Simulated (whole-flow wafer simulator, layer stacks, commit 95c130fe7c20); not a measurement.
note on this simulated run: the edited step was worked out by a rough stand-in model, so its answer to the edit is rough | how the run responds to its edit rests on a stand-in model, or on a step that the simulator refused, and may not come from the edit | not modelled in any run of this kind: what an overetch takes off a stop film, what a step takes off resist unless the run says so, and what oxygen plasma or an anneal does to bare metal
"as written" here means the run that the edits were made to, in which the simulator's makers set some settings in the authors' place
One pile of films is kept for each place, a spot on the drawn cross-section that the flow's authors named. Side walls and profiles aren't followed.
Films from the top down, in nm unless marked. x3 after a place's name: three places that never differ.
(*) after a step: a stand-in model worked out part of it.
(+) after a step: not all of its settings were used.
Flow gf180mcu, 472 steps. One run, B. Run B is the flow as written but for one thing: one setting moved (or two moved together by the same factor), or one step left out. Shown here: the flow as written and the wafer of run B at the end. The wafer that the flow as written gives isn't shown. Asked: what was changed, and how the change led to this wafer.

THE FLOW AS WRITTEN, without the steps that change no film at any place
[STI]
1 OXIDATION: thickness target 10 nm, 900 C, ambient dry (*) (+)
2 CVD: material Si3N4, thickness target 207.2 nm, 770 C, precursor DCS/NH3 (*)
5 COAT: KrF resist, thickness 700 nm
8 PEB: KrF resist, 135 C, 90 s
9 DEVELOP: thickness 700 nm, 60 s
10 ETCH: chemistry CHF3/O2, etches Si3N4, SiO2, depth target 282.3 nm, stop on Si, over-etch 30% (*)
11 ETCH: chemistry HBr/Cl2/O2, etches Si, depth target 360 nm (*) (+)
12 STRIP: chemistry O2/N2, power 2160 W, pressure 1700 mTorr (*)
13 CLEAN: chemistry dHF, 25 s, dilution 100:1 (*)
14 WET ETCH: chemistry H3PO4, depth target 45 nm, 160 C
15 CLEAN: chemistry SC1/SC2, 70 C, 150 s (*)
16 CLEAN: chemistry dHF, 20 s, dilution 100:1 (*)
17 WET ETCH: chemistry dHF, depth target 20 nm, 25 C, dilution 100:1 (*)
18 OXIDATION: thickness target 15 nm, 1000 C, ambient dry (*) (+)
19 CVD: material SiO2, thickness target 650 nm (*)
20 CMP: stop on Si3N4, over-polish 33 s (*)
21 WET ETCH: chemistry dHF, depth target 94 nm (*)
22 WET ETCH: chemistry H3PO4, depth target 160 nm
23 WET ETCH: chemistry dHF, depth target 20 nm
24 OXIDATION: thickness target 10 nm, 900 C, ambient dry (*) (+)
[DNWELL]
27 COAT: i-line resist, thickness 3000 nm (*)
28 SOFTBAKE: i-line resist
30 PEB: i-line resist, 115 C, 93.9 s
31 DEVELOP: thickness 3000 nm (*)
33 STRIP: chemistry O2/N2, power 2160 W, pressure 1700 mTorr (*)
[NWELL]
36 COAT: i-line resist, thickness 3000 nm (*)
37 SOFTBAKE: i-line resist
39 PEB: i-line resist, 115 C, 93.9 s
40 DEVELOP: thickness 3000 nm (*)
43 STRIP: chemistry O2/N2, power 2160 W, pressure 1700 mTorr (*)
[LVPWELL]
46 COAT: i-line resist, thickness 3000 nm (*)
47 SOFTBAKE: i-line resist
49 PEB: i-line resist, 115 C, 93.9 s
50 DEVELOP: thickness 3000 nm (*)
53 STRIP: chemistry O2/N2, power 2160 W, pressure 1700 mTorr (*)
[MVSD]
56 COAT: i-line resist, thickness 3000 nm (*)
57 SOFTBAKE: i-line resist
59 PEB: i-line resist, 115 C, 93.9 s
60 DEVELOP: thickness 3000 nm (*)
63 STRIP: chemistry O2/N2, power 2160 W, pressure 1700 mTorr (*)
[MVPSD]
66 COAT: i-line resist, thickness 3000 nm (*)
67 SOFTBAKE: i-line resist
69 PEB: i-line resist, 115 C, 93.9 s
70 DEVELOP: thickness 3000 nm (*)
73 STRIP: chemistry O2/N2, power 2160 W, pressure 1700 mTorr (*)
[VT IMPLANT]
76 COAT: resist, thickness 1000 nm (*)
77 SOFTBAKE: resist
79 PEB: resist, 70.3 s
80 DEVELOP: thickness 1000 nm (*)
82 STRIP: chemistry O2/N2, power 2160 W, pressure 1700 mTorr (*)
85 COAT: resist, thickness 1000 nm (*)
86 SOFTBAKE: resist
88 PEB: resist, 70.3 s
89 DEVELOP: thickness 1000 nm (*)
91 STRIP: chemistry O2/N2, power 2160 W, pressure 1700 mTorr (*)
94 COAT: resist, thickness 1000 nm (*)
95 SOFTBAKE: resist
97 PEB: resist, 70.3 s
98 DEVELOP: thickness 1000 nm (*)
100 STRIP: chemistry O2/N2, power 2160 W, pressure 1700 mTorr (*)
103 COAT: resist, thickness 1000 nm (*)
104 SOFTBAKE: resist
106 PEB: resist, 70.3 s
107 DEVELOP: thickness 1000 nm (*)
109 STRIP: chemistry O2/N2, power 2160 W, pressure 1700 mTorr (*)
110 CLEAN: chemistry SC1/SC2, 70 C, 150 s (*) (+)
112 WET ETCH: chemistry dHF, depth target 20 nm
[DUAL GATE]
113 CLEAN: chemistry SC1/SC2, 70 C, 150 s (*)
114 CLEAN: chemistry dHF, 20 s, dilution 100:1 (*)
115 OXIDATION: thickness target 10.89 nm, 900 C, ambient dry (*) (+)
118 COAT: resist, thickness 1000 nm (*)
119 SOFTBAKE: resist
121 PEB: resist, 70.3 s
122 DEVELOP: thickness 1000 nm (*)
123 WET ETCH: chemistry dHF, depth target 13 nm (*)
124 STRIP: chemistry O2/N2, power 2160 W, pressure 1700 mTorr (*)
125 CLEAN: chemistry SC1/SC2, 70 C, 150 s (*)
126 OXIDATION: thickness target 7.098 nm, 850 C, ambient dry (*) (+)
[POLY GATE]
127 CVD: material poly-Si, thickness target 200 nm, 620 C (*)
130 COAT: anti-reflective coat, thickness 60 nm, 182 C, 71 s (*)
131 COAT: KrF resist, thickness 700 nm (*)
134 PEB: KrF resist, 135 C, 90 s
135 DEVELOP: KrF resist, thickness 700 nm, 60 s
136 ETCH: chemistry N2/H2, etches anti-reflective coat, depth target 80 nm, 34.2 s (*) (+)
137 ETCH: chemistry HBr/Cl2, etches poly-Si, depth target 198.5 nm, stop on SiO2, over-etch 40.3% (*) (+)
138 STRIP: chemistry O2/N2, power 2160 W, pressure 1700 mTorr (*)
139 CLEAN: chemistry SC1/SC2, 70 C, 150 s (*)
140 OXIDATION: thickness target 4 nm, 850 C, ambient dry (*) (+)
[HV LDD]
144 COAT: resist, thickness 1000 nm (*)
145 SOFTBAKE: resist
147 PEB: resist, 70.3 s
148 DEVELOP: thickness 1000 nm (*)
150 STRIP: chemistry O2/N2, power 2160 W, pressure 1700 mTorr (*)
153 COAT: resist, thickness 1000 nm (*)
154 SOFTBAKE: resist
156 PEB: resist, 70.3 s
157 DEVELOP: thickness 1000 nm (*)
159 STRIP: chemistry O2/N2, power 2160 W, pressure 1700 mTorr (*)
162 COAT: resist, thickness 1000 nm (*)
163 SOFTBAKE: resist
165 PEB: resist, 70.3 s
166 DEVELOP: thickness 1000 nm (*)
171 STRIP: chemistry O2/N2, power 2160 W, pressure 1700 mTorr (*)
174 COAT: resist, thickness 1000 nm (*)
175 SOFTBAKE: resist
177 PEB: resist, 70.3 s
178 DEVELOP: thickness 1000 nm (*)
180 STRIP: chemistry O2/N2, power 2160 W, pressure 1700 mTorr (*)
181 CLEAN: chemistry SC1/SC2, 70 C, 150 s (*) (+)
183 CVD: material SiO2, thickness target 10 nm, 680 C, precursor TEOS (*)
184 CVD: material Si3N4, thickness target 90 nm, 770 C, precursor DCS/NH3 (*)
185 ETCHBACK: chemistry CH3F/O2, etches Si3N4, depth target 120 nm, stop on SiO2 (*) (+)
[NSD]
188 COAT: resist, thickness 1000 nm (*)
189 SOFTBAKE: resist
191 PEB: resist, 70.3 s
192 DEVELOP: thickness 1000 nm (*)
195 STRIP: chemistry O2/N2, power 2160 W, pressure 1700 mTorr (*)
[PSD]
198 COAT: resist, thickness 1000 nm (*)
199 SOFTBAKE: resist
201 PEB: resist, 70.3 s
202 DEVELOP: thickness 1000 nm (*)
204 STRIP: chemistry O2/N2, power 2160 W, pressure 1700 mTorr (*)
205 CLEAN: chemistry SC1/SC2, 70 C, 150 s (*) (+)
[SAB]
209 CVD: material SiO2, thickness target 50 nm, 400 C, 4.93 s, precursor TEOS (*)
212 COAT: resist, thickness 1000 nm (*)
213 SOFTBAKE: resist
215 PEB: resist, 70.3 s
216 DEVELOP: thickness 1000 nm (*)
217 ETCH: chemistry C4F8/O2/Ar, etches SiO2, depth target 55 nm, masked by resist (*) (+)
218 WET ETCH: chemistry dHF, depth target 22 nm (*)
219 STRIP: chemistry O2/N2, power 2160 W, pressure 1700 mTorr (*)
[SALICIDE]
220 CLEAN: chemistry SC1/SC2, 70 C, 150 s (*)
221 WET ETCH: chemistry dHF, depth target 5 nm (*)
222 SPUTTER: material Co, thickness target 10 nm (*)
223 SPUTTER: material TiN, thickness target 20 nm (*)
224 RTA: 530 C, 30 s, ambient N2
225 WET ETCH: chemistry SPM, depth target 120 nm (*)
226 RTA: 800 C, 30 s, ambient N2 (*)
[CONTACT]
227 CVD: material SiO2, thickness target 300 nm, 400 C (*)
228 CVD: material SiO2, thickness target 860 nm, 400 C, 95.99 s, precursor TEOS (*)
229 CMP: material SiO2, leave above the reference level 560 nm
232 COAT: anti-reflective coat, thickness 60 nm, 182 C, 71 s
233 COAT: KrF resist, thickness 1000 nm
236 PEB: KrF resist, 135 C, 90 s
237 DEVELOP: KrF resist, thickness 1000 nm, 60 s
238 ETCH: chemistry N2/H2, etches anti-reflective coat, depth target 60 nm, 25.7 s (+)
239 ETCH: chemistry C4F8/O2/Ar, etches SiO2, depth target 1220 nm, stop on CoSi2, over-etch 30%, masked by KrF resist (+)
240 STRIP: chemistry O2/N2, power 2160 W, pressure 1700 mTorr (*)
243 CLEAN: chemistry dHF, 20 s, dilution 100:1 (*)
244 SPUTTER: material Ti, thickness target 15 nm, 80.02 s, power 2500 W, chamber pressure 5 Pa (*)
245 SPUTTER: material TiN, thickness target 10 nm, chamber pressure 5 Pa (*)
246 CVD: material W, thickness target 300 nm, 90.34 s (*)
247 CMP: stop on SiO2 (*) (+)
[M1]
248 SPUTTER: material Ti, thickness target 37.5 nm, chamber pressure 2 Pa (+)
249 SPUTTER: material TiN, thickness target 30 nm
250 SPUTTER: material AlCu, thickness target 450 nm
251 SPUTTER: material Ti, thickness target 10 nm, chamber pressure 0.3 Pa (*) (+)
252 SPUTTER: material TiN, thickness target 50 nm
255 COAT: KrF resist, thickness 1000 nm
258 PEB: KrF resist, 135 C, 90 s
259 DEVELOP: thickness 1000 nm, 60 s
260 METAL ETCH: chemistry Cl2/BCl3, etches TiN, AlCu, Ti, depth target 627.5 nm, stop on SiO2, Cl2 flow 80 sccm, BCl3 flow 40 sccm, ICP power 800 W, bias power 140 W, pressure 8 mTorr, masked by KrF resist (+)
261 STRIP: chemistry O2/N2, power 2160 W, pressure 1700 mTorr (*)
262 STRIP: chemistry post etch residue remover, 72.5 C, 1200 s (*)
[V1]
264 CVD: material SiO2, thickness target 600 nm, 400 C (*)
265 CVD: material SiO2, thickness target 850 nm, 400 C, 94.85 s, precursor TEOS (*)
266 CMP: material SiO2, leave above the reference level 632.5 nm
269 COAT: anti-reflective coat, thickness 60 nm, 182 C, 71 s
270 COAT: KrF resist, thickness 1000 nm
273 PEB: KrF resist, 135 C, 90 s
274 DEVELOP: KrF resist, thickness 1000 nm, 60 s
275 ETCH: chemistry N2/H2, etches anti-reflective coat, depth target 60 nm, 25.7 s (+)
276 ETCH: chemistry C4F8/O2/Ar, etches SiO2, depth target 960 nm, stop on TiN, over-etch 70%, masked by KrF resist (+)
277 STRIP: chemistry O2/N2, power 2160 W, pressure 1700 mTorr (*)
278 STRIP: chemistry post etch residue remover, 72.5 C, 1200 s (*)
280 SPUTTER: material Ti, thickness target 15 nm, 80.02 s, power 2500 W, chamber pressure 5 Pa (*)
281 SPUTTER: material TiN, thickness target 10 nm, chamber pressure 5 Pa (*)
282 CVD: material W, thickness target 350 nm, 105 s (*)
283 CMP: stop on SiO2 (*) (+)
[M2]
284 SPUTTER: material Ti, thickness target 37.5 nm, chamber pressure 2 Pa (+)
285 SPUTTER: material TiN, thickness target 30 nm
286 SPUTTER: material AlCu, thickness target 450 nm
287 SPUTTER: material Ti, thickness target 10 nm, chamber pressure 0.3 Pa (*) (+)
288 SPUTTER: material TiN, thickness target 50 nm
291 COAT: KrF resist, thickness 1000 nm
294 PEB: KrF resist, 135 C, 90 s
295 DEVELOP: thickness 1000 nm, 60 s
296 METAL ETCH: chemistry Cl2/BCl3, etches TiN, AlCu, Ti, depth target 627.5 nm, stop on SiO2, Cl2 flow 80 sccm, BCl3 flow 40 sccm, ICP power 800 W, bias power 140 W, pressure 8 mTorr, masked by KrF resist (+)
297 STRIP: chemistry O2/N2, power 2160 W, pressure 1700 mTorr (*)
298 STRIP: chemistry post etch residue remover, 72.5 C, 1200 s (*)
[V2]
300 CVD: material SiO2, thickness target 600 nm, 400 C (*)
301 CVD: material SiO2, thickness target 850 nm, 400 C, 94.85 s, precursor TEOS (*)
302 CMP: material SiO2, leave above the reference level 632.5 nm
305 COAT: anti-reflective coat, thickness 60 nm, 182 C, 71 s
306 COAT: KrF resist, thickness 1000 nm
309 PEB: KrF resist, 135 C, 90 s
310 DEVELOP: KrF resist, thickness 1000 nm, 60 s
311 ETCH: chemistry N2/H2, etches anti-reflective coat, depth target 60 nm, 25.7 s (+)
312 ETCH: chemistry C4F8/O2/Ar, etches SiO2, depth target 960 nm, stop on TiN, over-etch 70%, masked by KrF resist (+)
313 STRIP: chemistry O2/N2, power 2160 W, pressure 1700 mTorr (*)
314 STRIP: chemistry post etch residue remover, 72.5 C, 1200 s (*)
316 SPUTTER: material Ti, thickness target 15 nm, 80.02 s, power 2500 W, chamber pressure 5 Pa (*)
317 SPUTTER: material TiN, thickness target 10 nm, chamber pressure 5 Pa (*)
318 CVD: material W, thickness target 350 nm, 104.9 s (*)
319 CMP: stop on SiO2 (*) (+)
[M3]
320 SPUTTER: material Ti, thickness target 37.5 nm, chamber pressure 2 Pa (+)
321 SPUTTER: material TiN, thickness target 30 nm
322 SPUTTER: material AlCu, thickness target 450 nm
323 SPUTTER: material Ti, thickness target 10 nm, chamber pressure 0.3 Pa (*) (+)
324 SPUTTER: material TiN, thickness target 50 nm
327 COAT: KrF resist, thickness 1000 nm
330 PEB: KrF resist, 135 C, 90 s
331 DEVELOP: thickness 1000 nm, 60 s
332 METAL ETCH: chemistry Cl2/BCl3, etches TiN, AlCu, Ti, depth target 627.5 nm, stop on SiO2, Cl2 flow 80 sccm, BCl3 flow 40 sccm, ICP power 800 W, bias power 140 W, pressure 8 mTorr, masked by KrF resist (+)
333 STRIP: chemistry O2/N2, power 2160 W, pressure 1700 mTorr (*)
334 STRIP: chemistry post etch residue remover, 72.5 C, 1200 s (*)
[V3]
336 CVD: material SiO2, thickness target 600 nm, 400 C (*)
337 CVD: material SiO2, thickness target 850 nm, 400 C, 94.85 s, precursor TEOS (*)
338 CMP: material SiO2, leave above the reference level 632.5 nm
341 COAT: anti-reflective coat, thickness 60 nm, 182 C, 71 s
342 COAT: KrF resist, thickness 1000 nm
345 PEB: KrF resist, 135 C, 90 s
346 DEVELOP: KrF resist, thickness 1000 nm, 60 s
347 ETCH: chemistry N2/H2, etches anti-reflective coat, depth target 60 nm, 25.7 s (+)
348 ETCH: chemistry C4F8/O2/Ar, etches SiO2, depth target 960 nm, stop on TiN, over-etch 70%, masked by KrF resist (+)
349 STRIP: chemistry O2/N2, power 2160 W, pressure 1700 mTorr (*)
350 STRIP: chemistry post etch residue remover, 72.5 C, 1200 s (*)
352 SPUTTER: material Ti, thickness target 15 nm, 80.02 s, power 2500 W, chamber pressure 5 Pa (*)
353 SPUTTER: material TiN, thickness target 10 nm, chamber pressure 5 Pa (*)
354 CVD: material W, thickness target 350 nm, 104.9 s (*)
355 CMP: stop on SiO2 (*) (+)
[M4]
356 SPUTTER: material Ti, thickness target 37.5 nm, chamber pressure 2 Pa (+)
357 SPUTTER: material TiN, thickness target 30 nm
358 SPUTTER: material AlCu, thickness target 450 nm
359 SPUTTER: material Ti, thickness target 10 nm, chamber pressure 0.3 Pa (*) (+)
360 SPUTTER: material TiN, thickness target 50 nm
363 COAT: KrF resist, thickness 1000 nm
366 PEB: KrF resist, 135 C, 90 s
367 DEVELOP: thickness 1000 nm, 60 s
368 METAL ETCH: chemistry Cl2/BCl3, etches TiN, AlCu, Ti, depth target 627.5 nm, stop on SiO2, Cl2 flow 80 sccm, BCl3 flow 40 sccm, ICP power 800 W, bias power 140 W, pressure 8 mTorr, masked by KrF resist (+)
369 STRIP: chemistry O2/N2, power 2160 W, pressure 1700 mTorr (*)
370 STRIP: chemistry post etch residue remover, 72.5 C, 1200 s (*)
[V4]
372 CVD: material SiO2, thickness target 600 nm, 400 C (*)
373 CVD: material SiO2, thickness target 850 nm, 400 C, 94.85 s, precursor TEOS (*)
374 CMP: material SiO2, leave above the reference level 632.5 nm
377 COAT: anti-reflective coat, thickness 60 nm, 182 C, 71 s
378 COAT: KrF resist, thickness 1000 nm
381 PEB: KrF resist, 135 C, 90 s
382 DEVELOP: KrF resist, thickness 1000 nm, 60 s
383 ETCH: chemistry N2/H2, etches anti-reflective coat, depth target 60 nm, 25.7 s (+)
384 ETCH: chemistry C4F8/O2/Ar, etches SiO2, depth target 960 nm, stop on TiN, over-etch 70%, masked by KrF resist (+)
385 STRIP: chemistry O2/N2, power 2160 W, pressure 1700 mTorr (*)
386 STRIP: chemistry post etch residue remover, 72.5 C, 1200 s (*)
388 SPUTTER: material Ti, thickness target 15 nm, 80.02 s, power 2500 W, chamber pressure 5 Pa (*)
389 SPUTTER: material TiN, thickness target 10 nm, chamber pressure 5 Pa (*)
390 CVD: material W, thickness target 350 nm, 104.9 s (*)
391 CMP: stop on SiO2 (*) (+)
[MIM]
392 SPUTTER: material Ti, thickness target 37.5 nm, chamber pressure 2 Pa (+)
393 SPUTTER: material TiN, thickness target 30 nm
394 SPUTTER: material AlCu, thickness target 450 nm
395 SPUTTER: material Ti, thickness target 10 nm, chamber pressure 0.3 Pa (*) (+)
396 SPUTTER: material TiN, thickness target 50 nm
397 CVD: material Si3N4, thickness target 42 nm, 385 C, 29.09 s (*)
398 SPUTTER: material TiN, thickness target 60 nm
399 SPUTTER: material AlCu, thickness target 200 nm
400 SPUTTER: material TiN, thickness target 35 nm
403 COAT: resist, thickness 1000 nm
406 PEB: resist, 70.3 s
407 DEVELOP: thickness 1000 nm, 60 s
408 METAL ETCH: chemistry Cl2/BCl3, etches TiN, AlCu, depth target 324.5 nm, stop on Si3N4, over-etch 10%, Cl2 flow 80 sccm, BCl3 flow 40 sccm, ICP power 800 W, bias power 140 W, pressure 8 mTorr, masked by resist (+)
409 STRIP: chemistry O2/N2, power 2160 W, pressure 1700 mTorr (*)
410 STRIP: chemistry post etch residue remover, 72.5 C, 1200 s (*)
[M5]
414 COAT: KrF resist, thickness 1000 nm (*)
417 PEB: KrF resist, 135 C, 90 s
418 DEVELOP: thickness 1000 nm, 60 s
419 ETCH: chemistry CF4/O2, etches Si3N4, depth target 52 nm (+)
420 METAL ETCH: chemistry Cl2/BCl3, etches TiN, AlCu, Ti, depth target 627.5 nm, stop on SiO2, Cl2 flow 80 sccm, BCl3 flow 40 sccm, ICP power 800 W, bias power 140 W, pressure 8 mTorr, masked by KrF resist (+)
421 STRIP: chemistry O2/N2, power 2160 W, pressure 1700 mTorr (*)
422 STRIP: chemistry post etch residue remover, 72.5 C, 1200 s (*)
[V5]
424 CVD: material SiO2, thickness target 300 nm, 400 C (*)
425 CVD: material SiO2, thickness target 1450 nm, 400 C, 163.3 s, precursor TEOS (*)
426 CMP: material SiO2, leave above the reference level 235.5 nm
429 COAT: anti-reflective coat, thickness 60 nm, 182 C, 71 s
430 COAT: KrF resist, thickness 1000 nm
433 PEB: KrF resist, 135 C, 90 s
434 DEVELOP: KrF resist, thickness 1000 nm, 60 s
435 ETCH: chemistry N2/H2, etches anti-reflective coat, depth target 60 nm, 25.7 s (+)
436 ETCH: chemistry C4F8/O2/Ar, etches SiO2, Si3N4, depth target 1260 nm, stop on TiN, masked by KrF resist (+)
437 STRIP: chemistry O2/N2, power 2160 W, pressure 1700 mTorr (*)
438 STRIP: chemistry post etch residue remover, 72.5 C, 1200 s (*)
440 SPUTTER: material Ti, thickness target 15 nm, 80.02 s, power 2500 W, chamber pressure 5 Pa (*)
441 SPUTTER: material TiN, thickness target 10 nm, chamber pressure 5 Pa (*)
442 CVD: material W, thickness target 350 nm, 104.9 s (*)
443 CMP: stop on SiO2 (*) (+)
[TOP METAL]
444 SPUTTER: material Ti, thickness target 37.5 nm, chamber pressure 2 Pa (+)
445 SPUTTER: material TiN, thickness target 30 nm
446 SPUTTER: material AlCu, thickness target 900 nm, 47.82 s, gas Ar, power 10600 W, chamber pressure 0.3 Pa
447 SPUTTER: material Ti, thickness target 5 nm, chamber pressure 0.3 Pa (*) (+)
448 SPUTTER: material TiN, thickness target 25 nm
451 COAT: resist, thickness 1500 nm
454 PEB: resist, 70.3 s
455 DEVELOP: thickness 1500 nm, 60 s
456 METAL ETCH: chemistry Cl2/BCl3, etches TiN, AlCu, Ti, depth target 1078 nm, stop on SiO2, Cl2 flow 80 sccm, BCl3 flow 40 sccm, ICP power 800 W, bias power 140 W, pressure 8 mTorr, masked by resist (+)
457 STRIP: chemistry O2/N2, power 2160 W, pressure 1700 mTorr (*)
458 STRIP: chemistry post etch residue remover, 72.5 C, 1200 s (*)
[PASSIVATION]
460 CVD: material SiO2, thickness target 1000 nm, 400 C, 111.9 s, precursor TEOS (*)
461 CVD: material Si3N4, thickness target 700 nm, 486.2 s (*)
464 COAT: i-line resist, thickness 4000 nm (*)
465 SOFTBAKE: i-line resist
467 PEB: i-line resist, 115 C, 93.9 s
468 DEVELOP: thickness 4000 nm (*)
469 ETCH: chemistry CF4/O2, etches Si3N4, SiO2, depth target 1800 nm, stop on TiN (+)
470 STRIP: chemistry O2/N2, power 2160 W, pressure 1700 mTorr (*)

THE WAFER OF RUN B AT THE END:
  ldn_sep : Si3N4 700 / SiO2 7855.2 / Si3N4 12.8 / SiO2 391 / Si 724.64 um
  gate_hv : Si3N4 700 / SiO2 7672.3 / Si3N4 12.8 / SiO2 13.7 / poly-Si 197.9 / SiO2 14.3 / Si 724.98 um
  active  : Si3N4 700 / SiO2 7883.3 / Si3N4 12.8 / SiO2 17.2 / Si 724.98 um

The cause: step 184, CVD: thickness target 137 nm was run, where the flow has thickness target 90 nm.

How the change led to this, step by step:
  184 CVD: material Si3N4, thickness target 90 nm, 770 C, precursor DCS/NH3 (*)
      field, field__w1, field__w2 and 101 more: Si3N4 +137 (new film) (as written it would be: Si3N4 +90 (new film))
  185 ETCHBACK: chemistry CH3F/O2, etches Si3N4, depth target 120 nm, stop on SiO2 (*) (+)
      field, field__w1, field__w2 and 100 more: Si3N4 -120 (as written it would be: Si3N4 -90 (all of it), SiO2 -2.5)
  188 COAT: resist, thickness 1000 nm (*)
      field__w9: resist +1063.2 (new film) (as written it would be: resist +1041.8 (new film))
      spacer: resist +893.1 (new film) (as written it would be: resist +920.2 (new film))
  189 SOFTBAKE: resist
      field__w9: resist -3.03 (as written it would be: resist +6.92)
      field__w11: resist -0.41 (as written it would be: resist +0.14)
      (and at 25 more places)
  192 DEVELOP: thickness 1000 nm (*)
      spacer: resist -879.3 (all of it) (as written it would be: resist -905.9 (all of it))
  198 COAT: resist, thickness 1000 nm (*)
      field__w9: resist +1063.2 (new film) (as written it would be: resist +1041.8 (new film))
      spacer: resist +893.1 (new film) (as written it would be: resist +920.2 (new film))
  199 SOFTBAKE: resist
      field__w9: resist -3.02 (as written it would be: resist +6.92)
      field__w11: resist -0.41 (as written it would be: resist +0.14)
      (and at 26 more places)
  204 STRIP: chemistry O2/N2, power 2160 W, pressure 1700 mTorr (*)
      spacer: resist -879.3 (all of it) (as written it would be: resist -905.9 (all of it))
  205 CLEAN: chemistry SC1/SC2, 70 C, 150 s (*) (+)
      field, field__w1, field__w2 and 105 more: Si3N4 -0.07 (as written it would be: SiO2 -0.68)
  209 CVD: material SiO2, thickness target 50 nm, 400 C, 4.93 s, precursor TEOS (*)
      field, field__w7, field__w8 and 73 more: SiO2 +50 (new film) (as written it would be: SiO2 +50)
      field_sub, field_sub__w2, ld_drn_n, ld_sd_p: SiO2 +48.7 (new film) (as written it would be: SiO2 +48.8)
      (and at 28 more places)
  212 COAT: resist, thickness 1000 nm (*)
      spacer: resist +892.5 (new film) (as written it would be: resist +919.4 (new film))
  213 SOFTBAKE: resist
      npoly_sal: resist +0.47 (as written it would be: resist -0.55)
      field__w1: resist +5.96 (as written it would be: resist +5.43)
      (and at 17 more places)
  216 DEVELOP: thickness 1000 nm (*)
      spacer: resist -878.8 (all of it) (as written it would be: resist -905.1 (all of it))
  217 ETCH: chemistry C4F8/O2/Ar, etches SiO2, depth target 55 nm, masked by resist (*) (+)
      field, field__w7, field__w8 and 70 more: SiO2 -50 (all of it), Si3N4 -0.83 (as written it would be: SiO2 -55)
      field__w1, m1, nw_enc_fld_lv__w3: SiO2 -49.2 (all of it), Si3N4 -0.97 (as written it would be: SiO2 -55)
      (and at 23 more places)
  218 WET ETCH: chemistry dHF, depth target 22 nm (*)
      gate, gate_hv, gate_p and 23 more: Si3N4 -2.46 (as written it would be: SiO2 -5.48 (all of it))
      field, field__w10, sti and 14 more: Si3N4 -2.46 (as written it would be: SiO2 -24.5)
      (and at 56 more places)
  219 STRIP: chemistry O2/N2, power 2160 W, pressure 1700 mTorr (*)
      gate, gate_hv, gate_p and 23 more: nothing (as written it would be: chemical SiO2 +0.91 (new film), poly-Si -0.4)
      active, p_well, sd_n and 20 more: nothing (as written it would be: chemical SiO2 +0.91 (new film), Si -0.4)
  ... 14 more steps ...
  471 ANNEAL: 400 C, 1800 s, ambient N2/H2
      polyc_n, polyc_p: under 9 films: void +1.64 (new film), Ti -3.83, TiSi first +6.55 (new film), poly-Si -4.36 (as written it would be: nothing)
      contact: under 49 films: void +1.62 (new film), Ti -3.83, TiSi first +6.55 (new film), Si -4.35 (as written it would be: nothing)
Counting metal films that touch as one body, gate_hv has 0 bodies; the flow as written gives 1 body.
Counting metal films that touch as one body, active has 0 bodies; the flow as written gives 1 body.
